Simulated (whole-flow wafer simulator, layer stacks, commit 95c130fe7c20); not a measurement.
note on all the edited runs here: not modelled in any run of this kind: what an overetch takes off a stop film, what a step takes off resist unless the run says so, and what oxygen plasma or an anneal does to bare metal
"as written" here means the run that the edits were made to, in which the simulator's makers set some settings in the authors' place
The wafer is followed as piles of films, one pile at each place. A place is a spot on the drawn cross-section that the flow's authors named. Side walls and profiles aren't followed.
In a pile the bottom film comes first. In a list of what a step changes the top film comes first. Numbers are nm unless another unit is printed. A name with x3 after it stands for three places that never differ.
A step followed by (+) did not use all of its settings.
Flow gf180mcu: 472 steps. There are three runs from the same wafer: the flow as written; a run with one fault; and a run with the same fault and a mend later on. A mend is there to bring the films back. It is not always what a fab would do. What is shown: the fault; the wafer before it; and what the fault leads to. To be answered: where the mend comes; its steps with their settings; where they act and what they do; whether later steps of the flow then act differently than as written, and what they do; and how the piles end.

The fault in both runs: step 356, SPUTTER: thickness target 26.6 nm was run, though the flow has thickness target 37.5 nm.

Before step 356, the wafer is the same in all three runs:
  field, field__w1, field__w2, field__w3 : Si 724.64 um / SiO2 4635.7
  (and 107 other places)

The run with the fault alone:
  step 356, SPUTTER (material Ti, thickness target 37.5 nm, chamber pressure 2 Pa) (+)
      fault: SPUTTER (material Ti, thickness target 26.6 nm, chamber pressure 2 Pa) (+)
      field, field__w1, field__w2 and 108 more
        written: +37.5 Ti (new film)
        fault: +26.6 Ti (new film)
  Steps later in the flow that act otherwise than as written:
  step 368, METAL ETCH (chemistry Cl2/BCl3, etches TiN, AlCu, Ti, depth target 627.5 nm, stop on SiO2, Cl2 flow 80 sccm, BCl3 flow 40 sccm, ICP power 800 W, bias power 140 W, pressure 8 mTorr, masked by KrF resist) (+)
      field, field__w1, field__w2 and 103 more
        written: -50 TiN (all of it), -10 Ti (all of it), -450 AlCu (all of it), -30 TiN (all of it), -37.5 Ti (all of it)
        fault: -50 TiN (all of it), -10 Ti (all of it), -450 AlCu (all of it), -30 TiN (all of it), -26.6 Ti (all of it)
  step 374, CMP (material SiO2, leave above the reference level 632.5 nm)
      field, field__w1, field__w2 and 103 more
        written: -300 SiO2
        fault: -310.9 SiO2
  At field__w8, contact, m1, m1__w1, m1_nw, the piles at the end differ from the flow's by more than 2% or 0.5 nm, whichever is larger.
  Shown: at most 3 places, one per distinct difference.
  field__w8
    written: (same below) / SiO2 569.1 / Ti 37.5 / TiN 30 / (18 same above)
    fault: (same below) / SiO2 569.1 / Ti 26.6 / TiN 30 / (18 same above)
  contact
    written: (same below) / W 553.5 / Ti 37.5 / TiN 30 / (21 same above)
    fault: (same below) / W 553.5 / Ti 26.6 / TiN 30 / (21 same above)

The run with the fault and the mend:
  The mend follows step 356.
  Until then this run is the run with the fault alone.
  step 356a, SPUTTER (material Ti, thickness target 10.9 nm, chamber pressure 2 Pa) (+) (the flow's step 356 again, with other settings)
      field, field__w1, field__w2 and 108 more
        +10.9 Ti
  Later steps of the flow that are run all act as written at every place that is followed.
  The piles end the same as the flow's at every place that both follow.
